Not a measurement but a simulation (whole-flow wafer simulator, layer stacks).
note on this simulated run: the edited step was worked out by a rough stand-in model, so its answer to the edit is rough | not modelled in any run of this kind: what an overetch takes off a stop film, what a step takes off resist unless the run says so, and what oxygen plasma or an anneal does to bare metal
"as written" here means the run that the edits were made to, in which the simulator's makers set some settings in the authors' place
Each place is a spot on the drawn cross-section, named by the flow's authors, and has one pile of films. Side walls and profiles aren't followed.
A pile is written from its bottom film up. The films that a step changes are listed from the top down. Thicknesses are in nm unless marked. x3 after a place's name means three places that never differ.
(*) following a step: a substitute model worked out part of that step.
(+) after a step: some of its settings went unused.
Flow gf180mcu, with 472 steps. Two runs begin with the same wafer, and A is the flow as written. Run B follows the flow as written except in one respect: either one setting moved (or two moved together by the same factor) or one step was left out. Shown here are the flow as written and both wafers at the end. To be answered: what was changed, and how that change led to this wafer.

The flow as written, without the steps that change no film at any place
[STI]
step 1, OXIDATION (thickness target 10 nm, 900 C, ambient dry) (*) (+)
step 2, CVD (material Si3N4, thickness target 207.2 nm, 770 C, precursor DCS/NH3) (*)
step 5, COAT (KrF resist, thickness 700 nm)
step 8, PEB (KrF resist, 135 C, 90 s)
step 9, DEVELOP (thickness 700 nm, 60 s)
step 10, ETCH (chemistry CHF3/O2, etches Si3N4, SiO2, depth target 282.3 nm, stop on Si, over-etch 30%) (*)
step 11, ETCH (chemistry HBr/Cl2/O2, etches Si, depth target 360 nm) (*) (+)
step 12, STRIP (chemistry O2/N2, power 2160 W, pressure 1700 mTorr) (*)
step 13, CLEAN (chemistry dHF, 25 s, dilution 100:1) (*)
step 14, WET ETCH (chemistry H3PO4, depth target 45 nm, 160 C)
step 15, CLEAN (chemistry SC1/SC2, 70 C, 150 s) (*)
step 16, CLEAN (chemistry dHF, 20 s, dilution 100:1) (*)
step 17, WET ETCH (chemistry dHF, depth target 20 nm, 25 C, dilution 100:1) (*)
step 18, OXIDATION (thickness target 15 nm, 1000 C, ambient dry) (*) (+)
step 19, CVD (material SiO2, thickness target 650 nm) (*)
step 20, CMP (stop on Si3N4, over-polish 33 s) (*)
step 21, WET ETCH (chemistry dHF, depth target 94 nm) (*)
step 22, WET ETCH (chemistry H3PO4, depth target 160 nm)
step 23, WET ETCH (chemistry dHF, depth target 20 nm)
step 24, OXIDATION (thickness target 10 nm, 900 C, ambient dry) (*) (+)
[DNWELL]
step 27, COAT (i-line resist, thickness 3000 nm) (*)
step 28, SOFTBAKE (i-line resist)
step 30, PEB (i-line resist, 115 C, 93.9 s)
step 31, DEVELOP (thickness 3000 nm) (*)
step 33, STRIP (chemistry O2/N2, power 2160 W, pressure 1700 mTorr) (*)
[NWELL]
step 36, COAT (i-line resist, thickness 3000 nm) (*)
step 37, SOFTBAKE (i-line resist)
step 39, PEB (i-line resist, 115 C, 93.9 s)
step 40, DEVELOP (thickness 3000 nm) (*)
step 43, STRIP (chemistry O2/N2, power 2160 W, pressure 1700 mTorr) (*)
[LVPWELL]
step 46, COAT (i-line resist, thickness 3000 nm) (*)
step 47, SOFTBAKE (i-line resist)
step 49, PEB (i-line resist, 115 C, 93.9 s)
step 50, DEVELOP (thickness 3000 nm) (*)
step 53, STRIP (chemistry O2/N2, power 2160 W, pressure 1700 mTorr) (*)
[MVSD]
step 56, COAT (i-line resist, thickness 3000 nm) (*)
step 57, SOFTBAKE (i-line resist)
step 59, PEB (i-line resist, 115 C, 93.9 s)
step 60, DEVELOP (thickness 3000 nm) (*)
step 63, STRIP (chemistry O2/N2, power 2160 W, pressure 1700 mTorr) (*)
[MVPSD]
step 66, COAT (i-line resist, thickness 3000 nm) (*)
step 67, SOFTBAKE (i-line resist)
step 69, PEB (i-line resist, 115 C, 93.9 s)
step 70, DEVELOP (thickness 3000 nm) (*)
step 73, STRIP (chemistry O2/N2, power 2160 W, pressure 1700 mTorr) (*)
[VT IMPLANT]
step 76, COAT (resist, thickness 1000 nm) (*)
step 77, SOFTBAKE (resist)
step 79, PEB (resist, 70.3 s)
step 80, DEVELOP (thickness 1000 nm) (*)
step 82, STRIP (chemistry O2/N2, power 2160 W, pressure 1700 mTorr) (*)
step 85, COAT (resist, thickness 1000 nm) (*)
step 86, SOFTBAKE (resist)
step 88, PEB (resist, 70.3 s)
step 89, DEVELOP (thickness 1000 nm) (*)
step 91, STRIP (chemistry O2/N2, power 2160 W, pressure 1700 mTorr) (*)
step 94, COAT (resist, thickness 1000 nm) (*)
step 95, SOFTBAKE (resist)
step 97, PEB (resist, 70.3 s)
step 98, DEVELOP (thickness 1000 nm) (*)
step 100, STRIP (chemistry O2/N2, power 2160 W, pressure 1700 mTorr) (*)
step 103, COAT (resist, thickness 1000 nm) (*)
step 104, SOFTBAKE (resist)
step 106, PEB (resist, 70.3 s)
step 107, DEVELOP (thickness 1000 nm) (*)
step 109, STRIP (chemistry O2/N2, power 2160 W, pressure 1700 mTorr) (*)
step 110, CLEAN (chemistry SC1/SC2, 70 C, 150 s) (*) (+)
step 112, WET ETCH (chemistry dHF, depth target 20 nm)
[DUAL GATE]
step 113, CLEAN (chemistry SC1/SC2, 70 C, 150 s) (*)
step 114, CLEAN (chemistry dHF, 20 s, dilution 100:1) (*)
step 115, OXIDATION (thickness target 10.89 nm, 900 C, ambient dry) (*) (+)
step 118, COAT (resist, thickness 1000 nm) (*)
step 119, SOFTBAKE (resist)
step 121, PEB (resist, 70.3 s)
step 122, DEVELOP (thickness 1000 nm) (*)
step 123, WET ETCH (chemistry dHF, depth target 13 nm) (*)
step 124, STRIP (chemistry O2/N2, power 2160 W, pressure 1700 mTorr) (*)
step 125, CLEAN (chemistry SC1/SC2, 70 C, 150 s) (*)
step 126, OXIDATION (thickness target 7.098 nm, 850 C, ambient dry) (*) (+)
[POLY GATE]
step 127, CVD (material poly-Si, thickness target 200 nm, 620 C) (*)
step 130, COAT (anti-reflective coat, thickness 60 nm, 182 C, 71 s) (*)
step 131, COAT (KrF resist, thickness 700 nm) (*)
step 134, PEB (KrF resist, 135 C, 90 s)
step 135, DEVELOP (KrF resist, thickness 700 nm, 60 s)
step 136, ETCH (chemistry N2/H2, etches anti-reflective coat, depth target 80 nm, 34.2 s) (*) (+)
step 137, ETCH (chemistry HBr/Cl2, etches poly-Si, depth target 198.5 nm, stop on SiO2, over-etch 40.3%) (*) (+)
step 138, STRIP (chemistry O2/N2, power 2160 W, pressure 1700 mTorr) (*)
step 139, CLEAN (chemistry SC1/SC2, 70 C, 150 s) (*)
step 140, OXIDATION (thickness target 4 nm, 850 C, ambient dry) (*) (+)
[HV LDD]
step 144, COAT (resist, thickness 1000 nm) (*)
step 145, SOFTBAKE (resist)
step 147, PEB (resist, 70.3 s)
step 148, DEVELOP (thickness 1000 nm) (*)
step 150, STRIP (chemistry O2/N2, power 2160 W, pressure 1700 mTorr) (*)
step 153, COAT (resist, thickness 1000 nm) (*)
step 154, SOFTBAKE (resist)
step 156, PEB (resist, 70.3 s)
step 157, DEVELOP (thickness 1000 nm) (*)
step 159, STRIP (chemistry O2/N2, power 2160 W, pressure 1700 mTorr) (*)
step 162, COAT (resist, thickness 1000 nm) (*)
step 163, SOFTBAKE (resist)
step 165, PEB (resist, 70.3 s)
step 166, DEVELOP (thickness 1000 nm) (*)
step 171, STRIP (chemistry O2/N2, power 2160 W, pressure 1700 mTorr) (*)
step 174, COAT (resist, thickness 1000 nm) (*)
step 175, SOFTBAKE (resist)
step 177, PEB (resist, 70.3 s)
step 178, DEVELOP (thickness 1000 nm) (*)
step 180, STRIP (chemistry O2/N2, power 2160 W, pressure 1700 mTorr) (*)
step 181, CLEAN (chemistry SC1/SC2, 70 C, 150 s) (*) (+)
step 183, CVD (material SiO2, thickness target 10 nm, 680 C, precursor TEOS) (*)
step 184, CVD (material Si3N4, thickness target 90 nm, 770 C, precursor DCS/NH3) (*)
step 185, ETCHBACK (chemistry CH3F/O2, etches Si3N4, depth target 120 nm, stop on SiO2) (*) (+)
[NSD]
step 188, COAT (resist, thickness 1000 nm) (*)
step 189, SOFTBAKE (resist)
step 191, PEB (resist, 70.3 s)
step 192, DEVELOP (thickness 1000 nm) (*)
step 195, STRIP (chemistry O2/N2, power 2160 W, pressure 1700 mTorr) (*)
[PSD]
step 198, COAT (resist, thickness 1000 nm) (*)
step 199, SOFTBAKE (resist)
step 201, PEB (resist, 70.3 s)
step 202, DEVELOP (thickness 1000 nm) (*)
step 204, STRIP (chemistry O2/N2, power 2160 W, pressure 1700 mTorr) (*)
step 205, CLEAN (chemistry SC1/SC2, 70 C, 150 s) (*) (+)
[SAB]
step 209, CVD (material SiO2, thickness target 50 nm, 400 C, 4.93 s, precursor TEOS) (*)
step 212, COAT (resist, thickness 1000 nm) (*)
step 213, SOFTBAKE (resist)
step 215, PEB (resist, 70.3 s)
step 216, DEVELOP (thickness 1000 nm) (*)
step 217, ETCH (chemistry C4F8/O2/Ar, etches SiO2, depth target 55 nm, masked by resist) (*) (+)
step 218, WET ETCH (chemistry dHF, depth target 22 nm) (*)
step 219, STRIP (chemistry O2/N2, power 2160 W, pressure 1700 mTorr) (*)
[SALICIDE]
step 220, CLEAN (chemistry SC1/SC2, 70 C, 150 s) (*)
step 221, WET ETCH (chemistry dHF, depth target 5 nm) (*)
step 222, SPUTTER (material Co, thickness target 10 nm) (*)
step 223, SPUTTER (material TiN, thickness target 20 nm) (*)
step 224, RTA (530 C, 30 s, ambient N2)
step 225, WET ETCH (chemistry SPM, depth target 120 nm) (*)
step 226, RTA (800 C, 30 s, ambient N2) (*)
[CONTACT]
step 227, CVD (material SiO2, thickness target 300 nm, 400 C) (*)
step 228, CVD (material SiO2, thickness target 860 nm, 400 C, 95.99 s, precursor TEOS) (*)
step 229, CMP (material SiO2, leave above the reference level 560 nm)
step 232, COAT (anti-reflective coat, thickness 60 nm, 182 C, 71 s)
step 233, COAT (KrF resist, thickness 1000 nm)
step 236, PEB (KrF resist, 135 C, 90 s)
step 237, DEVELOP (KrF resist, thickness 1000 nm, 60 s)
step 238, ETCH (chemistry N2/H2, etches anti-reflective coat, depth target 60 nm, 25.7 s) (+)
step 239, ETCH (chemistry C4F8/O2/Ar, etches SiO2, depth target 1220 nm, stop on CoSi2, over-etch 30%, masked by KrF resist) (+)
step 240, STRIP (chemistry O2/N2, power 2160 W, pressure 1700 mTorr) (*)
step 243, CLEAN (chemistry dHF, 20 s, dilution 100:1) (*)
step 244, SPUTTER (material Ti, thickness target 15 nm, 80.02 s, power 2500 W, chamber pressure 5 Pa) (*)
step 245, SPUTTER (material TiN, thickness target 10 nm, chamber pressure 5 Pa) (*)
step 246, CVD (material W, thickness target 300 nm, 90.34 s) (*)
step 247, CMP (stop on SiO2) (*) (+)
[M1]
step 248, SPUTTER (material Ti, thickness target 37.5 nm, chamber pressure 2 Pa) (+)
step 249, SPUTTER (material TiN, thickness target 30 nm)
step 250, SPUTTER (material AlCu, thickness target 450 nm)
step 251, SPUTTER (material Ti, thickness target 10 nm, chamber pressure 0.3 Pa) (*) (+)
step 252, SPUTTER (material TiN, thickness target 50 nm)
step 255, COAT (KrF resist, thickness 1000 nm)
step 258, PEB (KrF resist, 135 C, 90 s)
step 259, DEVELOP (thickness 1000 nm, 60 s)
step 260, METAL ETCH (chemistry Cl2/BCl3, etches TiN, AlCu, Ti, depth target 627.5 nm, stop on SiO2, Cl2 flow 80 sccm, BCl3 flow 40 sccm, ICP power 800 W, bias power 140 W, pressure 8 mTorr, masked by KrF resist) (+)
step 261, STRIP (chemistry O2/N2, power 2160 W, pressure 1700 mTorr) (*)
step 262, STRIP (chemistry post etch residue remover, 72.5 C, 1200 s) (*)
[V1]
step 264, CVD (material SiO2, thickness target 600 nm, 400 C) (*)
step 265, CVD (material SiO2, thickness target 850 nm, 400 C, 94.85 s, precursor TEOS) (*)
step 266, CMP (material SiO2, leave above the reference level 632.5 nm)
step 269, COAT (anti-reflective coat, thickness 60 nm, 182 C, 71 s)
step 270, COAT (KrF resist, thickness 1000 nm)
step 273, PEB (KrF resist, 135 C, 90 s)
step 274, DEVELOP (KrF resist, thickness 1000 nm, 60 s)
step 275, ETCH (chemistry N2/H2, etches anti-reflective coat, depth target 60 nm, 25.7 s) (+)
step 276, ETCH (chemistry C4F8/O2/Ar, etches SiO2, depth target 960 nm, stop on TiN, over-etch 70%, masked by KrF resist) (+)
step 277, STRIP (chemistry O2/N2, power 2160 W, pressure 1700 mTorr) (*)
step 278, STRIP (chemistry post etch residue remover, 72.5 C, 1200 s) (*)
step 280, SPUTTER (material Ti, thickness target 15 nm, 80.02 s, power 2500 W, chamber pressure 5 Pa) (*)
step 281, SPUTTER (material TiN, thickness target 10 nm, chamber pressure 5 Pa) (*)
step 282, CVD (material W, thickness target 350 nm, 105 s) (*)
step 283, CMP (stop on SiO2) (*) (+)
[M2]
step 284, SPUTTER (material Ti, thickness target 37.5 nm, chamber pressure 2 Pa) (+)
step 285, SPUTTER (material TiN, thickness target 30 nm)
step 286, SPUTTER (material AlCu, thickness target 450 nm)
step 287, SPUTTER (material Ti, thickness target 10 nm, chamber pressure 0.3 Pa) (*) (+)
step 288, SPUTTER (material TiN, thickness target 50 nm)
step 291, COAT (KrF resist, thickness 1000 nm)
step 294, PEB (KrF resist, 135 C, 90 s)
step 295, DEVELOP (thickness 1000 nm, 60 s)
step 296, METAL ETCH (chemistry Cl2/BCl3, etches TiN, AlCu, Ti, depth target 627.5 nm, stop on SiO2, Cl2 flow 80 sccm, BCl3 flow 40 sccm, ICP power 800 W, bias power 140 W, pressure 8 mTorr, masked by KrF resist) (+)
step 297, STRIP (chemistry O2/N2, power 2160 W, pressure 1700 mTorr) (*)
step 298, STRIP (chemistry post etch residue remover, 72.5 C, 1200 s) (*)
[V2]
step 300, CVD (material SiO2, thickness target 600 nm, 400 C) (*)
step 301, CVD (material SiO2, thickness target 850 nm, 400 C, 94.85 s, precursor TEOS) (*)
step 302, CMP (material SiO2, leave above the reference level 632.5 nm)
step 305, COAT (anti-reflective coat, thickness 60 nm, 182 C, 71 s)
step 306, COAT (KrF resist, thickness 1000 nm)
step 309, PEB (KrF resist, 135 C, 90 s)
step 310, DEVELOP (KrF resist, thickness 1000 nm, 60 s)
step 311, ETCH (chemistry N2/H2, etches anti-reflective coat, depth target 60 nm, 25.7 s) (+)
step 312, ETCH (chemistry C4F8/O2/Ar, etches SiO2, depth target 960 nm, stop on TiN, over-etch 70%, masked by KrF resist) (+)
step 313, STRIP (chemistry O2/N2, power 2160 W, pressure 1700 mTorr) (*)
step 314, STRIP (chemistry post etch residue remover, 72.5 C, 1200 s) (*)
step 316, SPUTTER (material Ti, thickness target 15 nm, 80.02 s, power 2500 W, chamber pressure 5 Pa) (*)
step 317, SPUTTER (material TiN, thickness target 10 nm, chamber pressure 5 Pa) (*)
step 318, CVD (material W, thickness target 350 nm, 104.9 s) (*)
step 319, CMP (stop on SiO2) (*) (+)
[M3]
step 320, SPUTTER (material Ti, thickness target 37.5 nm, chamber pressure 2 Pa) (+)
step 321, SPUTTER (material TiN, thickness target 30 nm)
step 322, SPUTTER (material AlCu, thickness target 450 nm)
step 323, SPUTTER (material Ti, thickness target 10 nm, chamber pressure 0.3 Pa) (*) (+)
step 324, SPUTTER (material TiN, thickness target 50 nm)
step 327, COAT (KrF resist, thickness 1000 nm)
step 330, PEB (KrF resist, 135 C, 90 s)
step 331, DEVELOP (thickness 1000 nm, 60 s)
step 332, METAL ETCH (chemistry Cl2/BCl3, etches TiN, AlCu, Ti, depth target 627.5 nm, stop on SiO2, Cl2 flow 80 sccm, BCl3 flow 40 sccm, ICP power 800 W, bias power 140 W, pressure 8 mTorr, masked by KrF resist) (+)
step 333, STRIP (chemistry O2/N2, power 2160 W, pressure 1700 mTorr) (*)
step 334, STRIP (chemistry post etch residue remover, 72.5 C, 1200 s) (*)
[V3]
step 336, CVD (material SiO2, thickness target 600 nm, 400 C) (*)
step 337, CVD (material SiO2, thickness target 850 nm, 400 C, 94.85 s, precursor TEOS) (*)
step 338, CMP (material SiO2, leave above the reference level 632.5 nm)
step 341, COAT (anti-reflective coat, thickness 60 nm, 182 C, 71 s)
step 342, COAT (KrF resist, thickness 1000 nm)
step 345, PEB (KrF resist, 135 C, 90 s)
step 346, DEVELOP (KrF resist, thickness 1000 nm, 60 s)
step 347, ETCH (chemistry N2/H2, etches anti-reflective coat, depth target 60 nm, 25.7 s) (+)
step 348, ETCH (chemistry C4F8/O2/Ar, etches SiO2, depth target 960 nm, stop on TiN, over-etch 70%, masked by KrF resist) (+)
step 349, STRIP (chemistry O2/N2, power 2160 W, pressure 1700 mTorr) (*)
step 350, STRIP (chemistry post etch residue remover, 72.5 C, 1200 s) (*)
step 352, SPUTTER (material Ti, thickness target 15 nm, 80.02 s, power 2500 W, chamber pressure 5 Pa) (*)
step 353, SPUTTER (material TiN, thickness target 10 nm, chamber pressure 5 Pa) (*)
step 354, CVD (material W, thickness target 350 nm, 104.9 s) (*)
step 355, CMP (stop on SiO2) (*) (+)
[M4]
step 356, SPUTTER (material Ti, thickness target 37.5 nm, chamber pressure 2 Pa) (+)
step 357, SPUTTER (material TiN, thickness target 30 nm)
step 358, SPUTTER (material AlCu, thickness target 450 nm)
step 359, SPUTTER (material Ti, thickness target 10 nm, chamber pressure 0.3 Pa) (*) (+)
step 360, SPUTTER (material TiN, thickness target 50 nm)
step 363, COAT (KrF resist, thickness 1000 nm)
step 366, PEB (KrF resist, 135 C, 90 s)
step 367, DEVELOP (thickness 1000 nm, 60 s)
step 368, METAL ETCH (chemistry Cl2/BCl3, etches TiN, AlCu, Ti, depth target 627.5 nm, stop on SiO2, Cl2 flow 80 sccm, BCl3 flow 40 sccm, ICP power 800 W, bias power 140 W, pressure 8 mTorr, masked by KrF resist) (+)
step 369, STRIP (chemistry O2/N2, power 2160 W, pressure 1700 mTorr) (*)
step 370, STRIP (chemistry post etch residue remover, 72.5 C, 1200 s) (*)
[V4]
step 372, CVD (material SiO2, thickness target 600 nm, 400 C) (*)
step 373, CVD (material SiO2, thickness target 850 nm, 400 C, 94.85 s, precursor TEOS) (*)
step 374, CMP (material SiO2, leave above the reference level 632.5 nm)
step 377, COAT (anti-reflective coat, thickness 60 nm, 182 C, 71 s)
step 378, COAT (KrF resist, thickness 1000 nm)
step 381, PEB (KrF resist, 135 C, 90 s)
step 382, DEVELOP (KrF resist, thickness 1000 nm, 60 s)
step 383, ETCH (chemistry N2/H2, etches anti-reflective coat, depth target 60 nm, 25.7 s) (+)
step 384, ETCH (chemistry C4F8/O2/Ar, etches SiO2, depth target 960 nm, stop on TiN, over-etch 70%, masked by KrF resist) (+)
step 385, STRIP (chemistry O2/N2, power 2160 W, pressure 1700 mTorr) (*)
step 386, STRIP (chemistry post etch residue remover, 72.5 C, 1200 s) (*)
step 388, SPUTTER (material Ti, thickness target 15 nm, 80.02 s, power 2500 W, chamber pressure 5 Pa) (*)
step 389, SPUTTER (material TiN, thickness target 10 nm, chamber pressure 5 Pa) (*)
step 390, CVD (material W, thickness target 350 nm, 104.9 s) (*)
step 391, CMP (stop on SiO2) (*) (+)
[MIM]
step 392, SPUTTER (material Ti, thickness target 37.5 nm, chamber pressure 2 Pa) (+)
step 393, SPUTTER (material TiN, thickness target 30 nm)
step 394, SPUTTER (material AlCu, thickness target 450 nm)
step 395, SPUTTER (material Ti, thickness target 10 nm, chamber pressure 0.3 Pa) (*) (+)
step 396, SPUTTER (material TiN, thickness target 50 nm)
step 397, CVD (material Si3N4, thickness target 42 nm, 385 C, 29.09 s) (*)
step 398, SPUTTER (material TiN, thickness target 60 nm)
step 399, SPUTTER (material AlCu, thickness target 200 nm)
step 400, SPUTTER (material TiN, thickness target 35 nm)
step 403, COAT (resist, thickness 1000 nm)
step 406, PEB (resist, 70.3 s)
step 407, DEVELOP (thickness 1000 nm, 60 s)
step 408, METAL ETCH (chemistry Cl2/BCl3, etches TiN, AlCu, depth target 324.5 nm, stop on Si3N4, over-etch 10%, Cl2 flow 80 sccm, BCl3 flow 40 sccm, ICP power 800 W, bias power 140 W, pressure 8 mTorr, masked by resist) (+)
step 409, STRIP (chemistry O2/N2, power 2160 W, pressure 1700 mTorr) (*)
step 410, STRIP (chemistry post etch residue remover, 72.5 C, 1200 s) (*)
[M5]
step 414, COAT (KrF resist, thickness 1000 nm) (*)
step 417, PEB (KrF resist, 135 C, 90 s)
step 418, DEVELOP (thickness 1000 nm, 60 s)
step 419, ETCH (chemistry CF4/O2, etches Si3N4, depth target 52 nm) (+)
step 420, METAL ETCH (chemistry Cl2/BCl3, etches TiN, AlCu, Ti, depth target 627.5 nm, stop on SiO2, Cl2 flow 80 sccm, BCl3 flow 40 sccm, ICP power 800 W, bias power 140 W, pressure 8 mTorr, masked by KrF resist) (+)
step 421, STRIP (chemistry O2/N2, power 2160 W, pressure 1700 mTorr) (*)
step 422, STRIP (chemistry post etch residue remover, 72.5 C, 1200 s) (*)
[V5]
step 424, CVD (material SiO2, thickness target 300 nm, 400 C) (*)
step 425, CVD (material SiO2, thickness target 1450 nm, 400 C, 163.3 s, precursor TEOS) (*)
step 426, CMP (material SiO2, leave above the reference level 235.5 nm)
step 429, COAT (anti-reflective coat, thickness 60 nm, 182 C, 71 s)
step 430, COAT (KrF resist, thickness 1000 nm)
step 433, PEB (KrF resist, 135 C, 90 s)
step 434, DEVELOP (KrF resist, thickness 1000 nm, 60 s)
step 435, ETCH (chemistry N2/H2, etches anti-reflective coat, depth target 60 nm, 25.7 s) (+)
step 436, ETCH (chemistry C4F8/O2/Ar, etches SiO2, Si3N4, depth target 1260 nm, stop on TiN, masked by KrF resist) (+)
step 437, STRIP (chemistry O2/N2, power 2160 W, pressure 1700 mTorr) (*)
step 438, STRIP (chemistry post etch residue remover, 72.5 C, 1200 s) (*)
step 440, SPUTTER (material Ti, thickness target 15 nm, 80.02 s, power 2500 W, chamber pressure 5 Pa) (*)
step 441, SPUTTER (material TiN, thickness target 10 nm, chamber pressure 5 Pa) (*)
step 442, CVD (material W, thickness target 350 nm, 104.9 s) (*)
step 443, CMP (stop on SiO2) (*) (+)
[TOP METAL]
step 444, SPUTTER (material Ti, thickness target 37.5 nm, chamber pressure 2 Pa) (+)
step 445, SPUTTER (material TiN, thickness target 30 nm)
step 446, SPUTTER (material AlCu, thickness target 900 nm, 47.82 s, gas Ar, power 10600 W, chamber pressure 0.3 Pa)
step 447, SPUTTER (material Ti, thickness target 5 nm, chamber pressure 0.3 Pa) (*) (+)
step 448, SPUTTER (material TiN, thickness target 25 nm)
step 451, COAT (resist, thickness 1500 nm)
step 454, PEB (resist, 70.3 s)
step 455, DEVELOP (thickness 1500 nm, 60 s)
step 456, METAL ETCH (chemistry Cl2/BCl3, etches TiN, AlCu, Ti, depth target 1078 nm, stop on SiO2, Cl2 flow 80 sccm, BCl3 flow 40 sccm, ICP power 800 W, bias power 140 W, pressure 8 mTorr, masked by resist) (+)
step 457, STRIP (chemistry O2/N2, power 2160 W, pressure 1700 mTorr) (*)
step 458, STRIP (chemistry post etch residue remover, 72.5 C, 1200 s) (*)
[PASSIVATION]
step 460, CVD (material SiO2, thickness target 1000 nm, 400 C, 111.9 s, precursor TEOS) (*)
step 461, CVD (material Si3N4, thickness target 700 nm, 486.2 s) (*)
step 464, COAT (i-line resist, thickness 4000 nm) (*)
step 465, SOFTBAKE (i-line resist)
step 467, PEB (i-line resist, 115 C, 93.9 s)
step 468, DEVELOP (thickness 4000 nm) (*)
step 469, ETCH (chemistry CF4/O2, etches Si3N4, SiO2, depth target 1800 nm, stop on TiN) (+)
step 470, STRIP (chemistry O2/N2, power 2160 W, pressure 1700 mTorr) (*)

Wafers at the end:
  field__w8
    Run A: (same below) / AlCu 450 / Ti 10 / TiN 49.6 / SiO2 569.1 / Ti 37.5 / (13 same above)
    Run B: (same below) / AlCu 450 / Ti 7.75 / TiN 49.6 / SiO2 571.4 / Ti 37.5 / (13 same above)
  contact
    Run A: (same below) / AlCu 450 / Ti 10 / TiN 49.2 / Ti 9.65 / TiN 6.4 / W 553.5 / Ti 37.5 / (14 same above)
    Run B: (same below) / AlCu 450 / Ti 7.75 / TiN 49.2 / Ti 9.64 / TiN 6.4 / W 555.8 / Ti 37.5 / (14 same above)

What caused this: step 359, SPUTTER: thickness target 7.75 nm was run, while the flow as written has thickness target 10 nm.
The wafer itself shows it: field__w8 has Ti 7.75, and step 359 as written asks for 10 nm.

Step by step, how the change led to this:
  step 359, SPUTTER (material Ti, thickness target 10 nm, chamber pressure 0.3 Pa) (*) (+)
      field, field__w1, field__w2 and 108 more: A Ti gains 10 (new film) | B Ti gains 7.75 (new film)
  step 368, METAL ETCH (chemistry Cl2/BCl3, etches TiN, AlCu, Ti, depth target 627.5 nm, stop on SiO2, Cl2 flow 80 sccm, BCl3 flow 40 sccm, ICP power 800 W, bias power 140 W, pressure 8 mTorr, masked by KrF resist) (+)
      field, field__w1, field__w2 and 103 more: A TiN loses 50 (all of it), Ti loses 10 (all of it), AlCu loses 450 (all of it), TiN loses 30 (all of it), Ti loses 37.5 (all of it) | B TiN loses 50 (all of it), Ti loses 7.75 (all of it), AlCu loses 450 (all of it), TiN loses 30 (all of it), Ti loses 37.5 (all of it)
